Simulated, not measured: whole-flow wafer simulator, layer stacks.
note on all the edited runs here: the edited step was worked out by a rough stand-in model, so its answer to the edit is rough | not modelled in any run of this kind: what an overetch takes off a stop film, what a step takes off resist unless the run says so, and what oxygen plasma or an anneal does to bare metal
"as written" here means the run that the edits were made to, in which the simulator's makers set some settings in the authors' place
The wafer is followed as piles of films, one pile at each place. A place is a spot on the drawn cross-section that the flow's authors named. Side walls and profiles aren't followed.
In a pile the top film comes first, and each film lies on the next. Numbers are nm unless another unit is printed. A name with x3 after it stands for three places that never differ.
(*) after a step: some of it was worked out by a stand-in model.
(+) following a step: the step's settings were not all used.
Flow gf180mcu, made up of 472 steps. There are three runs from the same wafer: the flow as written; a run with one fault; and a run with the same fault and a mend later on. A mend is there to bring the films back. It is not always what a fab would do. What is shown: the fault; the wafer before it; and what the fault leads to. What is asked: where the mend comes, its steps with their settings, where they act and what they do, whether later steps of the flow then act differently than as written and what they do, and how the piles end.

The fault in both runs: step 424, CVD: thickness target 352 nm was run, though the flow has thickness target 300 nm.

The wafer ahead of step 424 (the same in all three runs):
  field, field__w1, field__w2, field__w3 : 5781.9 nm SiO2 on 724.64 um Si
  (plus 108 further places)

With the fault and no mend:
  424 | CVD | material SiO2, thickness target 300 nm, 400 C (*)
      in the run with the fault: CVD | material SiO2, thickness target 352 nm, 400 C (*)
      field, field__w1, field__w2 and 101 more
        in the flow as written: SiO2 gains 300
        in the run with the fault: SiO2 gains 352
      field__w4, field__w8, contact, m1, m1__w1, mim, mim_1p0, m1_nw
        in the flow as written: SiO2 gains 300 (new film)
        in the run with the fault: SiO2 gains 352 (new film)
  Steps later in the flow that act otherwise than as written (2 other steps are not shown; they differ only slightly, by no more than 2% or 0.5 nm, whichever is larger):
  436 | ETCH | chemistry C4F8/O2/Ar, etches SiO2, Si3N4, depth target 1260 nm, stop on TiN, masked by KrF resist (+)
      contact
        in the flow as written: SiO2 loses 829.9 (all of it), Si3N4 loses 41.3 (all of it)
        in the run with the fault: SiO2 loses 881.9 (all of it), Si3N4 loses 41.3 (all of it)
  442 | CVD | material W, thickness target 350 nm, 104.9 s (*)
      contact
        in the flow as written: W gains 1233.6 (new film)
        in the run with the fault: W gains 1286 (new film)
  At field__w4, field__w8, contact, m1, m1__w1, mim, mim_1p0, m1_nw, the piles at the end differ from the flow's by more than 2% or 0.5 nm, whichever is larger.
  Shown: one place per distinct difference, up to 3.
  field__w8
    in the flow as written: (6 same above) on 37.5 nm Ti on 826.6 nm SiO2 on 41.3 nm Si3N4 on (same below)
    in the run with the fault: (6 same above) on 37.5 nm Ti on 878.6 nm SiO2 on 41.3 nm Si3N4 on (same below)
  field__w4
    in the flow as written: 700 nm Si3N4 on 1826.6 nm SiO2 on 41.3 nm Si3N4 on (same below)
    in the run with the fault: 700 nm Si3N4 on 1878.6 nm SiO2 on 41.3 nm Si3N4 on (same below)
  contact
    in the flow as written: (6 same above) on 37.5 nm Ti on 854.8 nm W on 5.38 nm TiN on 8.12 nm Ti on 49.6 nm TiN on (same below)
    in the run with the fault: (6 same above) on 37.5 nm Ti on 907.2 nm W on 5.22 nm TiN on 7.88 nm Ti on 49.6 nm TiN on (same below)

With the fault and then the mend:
  After step 424 comes the mend.
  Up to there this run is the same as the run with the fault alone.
  424a | WET ETCH | chemistry dHF, depth target 52 nm, 25 C, dilution 100:1 (the flow's step 17 again, with other settings)
      field, field__w1, field__w2 and 109 more
        SiO2 loses 52
  Every later step of the flow that is run acts as written at every place that is followed.
  By the end, the piles equal the flow's at every place that both follow.
